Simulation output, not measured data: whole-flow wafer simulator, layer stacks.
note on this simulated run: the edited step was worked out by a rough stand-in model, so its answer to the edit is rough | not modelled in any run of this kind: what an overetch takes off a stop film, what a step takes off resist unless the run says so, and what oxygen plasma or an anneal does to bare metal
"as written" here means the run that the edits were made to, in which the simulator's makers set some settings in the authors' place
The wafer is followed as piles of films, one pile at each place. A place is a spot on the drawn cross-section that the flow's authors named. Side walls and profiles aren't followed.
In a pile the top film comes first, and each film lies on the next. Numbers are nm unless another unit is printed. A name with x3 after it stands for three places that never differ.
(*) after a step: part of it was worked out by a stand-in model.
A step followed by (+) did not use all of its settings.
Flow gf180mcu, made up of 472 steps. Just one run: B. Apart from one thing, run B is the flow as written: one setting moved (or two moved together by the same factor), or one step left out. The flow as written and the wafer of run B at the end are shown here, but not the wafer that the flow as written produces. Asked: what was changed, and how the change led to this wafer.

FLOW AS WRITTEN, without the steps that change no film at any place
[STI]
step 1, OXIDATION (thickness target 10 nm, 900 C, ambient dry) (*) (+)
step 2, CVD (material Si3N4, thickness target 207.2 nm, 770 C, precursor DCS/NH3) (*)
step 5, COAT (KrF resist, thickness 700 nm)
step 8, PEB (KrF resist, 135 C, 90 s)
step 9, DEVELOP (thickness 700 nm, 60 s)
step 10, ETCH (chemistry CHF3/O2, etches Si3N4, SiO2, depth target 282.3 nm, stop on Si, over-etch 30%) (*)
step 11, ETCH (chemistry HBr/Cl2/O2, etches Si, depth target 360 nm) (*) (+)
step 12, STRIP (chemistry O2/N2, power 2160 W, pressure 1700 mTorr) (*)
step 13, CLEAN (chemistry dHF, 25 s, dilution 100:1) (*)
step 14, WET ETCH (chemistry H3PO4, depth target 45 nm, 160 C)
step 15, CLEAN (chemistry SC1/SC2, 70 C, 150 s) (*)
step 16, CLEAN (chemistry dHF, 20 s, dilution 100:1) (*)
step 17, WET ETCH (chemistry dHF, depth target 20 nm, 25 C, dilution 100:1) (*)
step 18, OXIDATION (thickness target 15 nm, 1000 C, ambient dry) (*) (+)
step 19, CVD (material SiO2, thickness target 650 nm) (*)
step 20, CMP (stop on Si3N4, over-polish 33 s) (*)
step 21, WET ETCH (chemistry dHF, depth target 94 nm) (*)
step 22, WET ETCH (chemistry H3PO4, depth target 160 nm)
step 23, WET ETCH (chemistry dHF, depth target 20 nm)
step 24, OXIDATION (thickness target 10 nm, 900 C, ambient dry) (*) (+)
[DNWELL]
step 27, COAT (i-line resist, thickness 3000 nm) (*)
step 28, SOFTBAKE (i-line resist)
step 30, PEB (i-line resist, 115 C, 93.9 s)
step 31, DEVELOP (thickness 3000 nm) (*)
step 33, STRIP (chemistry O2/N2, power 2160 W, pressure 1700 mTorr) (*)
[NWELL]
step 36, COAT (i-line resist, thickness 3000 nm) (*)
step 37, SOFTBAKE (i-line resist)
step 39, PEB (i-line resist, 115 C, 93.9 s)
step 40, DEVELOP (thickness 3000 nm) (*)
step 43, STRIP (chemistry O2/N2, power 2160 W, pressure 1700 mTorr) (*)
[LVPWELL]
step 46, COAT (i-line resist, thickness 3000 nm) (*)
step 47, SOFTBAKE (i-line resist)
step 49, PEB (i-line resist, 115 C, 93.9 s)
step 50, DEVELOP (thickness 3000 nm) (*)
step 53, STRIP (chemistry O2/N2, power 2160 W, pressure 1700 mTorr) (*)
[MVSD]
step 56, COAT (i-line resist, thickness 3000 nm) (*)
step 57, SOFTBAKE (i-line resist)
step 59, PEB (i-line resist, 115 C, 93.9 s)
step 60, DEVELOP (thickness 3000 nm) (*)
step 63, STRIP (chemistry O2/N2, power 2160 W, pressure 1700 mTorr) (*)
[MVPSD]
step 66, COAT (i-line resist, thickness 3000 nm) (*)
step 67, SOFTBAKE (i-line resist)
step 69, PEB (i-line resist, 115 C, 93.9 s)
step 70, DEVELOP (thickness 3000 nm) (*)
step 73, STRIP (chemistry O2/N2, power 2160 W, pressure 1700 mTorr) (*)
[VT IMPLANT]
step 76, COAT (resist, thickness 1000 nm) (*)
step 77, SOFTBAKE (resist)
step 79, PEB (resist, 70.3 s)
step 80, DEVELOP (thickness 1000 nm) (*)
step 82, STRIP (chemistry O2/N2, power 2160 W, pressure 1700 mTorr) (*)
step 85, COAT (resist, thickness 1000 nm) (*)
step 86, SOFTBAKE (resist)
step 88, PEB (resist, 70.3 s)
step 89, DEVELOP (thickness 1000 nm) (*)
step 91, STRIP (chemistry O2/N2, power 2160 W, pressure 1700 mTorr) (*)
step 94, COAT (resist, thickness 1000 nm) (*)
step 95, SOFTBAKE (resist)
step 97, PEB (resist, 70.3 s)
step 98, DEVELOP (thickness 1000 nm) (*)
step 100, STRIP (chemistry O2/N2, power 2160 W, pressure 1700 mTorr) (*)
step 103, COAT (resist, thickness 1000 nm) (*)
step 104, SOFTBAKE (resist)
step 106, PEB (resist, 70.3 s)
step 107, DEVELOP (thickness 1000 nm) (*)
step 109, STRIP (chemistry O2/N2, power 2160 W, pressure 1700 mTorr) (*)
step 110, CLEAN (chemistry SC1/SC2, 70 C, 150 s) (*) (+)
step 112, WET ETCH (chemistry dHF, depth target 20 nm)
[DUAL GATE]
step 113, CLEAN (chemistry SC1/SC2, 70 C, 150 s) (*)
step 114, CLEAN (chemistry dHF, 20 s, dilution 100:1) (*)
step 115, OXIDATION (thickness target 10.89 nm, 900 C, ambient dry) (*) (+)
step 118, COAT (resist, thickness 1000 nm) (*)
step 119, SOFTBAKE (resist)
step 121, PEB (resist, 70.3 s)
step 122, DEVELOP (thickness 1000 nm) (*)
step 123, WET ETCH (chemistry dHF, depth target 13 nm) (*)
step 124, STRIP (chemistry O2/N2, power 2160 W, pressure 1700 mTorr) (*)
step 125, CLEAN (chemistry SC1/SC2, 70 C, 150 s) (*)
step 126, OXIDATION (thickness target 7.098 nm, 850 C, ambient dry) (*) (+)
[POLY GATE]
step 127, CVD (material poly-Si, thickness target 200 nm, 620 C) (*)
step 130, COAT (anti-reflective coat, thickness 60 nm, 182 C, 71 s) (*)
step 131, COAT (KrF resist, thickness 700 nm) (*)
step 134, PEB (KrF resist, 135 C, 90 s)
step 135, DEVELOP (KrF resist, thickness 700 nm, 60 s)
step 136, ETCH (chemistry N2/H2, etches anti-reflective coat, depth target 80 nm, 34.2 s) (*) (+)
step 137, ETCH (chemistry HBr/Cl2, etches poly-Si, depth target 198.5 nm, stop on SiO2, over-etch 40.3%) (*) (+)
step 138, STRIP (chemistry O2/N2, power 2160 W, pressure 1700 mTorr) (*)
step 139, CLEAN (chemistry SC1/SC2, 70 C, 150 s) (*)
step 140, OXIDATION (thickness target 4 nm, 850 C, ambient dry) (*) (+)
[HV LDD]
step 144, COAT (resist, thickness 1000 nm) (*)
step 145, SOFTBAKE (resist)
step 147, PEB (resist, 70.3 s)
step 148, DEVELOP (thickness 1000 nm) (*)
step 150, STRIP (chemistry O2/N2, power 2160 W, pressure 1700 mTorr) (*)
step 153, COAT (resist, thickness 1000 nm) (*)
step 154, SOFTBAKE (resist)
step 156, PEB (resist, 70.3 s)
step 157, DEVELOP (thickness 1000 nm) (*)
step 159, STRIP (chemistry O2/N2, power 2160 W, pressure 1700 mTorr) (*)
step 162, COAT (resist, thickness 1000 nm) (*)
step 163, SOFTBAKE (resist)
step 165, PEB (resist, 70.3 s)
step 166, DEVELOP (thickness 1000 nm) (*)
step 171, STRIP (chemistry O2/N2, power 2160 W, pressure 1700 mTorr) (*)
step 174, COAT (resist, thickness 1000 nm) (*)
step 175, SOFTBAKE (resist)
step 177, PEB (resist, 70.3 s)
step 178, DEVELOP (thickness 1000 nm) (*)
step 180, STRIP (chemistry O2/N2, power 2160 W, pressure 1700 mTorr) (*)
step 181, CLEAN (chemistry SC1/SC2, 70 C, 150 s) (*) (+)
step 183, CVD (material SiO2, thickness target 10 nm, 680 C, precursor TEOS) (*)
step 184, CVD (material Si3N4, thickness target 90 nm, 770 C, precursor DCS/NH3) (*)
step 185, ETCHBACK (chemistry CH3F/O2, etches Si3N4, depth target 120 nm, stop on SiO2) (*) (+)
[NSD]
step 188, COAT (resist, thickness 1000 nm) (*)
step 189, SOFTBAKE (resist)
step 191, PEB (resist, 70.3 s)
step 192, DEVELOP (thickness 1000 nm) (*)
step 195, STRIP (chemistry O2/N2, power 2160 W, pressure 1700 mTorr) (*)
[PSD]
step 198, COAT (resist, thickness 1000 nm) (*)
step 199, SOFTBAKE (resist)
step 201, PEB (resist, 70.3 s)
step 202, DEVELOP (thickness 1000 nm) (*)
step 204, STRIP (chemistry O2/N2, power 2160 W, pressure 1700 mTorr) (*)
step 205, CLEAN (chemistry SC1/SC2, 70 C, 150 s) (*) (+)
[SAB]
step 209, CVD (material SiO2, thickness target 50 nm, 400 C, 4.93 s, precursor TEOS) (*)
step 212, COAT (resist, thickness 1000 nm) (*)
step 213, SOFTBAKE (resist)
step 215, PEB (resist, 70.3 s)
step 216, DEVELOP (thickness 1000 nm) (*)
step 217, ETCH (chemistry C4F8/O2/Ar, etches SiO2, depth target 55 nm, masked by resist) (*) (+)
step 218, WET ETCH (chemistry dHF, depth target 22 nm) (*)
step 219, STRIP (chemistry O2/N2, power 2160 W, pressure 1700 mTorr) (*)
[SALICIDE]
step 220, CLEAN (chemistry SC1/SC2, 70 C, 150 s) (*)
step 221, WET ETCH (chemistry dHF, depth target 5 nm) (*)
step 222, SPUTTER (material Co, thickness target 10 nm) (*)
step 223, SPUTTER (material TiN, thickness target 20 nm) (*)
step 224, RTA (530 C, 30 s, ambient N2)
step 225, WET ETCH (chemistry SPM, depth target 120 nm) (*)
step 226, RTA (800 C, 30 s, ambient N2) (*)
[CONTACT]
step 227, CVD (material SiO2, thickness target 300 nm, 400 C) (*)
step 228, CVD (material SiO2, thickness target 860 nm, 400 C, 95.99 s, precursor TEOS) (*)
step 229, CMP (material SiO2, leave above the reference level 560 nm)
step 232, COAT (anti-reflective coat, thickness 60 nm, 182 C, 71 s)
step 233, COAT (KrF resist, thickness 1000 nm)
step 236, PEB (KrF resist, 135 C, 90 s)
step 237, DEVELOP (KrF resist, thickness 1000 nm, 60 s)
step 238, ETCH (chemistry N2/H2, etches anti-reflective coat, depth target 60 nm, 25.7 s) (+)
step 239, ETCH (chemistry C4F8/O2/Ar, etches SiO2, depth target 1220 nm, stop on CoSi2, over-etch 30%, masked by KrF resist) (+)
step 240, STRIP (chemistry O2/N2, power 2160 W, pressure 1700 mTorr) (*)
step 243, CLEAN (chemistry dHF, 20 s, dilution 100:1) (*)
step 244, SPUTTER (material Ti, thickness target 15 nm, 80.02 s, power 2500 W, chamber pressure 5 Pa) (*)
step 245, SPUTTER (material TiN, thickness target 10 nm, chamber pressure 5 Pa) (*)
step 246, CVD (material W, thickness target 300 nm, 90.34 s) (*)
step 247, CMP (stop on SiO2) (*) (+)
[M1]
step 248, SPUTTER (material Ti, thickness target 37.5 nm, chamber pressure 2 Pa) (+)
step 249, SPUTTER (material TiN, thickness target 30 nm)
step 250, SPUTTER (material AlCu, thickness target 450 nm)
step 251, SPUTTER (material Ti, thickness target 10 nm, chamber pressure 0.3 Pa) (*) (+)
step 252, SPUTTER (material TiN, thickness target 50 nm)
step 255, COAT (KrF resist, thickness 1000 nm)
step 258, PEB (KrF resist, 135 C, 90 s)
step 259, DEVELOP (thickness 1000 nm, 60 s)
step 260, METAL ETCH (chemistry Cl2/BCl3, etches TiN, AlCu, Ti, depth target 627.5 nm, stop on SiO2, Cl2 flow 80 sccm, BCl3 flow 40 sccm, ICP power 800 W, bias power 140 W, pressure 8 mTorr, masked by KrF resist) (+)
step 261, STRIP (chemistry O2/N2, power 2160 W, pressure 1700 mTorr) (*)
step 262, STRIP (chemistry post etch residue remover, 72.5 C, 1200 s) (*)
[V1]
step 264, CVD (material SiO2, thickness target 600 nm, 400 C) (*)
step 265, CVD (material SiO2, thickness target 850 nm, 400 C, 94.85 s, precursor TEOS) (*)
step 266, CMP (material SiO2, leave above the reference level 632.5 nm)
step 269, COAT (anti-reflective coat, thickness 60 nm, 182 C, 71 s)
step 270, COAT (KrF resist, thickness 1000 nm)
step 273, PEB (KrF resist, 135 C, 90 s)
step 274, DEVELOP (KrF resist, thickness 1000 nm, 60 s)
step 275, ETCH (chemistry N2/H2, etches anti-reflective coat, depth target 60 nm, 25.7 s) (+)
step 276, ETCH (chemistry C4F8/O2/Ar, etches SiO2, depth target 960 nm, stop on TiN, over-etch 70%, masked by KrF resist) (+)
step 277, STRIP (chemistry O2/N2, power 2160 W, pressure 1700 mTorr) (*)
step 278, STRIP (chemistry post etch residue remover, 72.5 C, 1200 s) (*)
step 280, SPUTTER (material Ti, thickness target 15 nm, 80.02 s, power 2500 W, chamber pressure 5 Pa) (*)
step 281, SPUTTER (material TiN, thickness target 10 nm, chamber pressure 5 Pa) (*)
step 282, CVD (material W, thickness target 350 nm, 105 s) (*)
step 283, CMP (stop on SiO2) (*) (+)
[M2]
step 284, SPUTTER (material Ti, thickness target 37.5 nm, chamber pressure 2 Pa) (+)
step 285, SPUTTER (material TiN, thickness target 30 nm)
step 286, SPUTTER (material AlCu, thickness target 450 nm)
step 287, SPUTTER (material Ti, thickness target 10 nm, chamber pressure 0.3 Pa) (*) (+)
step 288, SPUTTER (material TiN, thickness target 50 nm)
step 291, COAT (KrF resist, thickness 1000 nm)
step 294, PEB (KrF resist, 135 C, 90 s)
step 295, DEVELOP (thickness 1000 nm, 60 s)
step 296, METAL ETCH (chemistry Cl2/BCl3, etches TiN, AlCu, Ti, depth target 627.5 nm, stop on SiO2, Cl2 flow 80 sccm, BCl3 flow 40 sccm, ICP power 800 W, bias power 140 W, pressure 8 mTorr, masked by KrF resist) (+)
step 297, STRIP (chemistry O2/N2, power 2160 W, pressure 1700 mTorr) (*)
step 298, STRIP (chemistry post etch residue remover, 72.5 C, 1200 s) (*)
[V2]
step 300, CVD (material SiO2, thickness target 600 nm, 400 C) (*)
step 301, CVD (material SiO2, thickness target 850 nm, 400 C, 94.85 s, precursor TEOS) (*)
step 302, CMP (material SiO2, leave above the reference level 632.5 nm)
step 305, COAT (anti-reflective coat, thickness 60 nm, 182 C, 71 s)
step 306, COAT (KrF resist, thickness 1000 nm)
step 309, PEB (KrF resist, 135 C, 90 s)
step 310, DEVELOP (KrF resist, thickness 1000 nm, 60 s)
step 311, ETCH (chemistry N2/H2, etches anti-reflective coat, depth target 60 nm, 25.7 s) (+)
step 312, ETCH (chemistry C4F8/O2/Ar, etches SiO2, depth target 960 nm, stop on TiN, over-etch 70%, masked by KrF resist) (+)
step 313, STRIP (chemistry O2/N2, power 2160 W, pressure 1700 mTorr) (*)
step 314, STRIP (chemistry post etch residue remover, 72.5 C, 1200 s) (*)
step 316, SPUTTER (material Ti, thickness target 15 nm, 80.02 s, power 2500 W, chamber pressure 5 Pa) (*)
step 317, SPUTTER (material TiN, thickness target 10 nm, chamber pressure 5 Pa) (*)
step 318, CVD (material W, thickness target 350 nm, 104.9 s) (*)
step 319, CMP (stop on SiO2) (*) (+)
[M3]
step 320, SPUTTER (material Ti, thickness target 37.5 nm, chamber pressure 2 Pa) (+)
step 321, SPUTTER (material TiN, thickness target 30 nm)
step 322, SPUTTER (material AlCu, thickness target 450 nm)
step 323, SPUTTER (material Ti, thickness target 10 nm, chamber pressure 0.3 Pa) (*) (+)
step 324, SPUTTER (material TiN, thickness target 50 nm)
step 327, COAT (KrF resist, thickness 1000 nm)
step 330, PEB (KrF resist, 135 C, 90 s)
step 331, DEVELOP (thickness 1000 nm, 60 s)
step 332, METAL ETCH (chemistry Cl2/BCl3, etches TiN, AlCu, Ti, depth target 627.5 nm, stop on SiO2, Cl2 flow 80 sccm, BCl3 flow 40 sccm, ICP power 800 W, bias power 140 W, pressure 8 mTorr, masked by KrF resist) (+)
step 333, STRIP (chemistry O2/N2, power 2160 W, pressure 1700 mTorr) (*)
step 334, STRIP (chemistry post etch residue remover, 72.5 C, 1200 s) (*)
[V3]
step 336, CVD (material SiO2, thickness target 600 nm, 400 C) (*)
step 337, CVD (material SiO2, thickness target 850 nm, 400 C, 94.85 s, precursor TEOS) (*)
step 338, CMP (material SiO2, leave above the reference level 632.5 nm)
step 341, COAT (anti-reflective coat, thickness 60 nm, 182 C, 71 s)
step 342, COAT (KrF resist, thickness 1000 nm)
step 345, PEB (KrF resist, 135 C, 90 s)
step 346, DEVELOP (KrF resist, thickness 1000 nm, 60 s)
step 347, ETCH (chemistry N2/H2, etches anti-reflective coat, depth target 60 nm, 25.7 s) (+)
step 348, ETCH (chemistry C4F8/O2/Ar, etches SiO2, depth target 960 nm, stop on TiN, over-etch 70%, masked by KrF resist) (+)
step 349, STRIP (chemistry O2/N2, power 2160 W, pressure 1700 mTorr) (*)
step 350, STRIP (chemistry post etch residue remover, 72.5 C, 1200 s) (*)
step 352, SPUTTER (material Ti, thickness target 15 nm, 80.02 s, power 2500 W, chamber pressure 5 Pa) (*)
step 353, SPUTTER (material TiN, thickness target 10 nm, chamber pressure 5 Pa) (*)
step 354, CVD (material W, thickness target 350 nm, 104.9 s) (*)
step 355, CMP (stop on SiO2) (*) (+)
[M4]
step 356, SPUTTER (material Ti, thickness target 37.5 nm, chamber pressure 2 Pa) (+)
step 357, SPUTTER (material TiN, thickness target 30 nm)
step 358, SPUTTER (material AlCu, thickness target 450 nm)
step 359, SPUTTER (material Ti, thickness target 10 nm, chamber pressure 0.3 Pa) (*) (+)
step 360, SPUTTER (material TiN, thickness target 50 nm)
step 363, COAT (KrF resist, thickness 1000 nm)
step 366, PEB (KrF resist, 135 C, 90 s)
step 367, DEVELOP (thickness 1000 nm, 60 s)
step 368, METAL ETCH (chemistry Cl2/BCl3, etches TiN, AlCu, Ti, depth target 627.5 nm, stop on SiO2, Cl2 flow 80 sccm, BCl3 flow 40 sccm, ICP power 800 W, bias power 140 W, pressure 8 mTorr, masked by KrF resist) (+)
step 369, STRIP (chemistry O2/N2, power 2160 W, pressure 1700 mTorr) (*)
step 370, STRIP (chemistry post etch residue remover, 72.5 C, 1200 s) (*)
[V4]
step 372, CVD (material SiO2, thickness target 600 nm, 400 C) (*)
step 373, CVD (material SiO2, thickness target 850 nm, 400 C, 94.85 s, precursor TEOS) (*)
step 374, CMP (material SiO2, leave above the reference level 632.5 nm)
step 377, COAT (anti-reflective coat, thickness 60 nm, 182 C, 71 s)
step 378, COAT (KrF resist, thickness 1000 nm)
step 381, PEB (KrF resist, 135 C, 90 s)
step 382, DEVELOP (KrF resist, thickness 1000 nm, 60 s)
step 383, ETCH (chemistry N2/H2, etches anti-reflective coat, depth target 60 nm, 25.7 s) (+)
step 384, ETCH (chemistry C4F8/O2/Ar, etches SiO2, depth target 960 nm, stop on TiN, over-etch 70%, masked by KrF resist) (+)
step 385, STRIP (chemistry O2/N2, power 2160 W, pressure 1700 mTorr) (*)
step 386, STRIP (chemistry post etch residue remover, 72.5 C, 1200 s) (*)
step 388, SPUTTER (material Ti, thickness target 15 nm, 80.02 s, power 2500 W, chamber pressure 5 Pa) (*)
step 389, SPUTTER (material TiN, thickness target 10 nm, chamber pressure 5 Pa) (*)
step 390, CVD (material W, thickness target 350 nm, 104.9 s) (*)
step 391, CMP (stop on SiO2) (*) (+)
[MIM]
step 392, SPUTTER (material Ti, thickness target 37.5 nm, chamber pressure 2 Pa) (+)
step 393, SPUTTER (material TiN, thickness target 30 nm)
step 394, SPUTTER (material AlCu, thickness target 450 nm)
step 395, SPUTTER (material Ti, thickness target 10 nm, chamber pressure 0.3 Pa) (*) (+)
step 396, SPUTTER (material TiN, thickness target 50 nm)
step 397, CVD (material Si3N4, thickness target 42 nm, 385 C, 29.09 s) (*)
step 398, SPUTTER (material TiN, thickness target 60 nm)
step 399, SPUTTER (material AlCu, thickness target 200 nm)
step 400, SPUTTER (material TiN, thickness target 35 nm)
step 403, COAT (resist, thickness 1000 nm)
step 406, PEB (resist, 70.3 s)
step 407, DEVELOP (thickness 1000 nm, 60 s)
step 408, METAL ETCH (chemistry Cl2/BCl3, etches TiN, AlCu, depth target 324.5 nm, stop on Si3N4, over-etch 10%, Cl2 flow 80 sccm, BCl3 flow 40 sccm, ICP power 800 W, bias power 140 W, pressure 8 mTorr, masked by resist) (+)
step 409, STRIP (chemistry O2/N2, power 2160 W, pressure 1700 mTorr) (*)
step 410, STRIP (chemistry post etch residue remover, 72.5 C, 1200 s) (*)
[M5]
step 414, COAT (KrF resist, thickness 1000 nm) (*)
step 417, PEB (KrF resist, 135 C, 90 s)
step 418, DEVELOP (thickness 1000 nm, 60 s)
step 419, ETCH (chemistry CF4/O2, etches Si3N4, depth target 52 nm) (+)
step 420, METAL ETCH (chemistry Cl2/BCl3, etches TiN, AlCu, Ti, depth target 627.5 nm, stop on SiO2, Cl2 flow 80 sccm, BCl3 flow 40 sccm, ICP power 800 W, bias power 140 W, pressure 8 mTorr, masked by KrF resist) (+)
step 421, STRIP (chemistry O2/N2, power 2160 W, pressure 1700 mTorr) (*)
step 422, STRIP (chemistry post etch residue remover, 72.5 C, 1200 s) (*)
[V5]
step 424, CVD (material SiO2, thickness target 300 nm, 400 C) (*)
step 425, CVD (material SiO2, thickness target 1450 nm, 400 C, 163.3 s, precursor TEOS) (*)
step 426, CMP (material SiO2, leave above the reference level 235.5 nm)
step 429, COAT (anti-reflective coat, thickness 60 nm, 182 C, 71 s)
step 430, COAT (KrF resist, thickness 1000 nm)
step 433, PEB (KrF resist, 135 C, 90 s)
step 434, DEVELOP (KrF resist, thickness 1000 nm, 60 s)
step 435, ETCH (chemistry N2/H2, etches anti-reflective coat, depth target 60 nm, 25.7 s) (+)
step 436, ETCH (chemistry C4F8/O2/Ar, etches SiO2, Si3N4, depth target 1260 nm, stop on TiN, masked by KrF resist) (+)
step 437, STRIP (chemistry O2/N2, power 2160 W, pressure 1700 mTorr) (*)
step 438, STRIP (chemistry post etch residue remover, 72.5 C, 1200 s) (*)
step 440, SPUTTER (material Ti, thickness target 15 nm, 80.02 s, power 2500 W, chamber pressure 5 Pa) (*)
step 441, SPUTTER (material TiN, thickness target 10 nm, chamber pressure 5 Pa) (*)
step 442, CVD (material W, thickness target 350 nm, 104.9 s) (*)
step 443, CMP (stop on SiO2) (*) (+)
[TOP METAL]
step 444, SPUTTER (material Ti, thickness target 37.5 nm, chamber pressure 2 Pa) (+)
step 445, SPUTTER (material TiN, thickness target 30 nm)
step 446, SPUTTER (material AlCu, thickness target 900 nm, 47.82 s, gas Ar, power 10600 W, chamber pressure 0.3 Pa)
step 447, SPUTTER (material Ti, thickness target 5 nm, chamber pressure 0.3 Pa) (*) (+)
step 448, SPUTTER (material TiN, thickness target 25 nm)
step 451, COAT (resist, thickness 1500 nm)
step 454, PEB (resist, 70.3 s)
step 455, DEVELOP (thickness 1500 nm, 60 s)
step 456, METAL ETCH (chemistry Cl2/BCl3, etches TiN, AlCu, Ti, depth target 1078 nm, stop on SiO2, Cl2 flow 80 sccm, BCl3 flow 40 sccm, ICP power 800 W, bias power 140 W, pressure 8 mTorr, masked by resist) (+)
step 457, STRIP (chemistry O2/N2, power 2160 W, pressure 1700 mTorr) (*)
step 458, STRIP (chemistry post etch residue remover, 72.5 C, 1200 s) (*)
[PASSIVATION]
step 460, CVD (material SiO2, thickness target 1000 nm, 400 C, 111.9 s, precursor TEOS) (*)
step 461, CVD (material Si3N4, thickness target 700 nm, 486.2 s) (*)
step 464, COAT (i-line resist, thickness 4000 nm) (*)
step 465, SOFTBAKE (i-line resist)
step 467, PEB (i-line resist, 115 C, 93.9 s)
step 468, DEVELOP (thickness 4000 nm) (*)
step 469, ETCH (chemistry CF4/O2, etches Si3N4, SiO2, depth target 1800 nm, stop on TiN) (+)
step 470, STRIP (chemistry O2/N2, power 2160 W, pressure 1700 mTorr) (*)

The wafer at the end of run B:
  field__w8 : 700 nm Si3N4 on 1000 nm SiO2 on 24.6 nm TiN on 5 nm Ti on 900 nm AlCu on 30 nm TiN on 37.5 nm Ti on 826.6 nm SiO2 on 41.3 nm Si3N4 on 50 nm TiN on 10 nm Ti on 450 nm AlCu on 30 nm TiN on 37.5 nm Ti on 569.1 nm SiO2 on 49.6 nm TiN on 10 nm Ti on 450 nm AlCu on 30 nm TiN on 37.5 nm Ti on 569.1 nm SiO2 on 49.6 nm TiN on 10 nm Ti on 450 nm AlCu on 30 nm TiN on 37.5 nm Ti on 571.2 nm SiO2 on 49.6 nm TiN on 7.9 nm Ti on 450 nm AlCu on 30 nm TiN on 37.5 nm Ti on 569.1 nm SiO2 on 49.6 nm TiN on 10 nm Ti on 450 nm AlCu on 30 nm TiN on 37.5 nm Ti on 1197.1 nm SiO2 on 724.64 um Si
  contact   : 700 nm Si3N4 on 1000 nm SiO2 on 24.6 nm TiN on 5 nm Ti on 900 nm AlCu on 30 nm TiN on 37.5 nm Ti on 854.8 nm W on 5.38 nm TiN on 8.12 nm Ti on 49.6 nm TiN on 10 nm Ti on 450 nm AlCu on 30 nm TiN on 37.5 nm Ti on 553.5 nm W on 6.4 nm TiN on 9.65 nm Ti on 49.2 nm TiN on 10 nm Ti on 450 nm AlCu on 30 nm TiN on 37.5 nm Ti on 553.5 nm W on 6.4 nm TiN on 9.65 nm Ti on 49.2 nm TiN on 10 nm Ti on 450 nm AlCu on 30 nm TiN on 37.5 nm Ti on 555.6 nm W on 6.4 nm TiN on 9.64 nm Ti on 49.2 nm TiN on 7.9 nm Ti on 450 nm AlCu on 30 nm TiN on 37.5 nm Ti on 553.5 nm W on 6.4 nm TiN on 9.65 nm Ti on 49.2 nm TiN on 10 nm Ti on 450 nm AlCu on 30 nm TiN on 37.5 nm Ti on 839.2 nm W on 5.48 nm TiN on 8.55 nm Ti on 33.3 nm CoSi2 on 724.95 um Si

What caused this: step 287, SPUTTER: thickness target 7.9 nm was run, though the flow has thickness target 10 nm.
One can read it off the wafer: field__w8 has Ti 7.9, and step 287 as written asks for 10 nm.

Step by step, how the change led to this:
  step 287, SPUTTER (material Ti, thickness target 10 nm, chamber pressure 0.3 Pa) (*) (+)
      field, field__w1, field__w2 and 108 more: Ti gains 7.9 (new film) (as written it would have been: Ti gains 10 (new film))
  step 296, METAL ETCH (chemistry Cl2/BCl3, etches TiN, AlCu, Ti, depth target 627.5 nm, stop on SiO2, Cl2 flow 80 sccm, BCl3 flow 40 sccm, ICP power 800 W, bias power 140 W, pressure 8 mTorr, masked by KrF resist) (+)
      field, field__w1, field__w2 and 103 more: TiN loses 50 (all of it), Ti loses 7.9 (all of it), AlCu loses 450 (all of it), TiN loses 30 (all of it), Ti loses 37.5 (all of it) (as written it would have been: TiN loses 50 (all of it), Ti loses 10 (all of it), AlCu loses 450 (all of it), TiN loses 30 (all of it), Ti loses 37.5 (all of it))
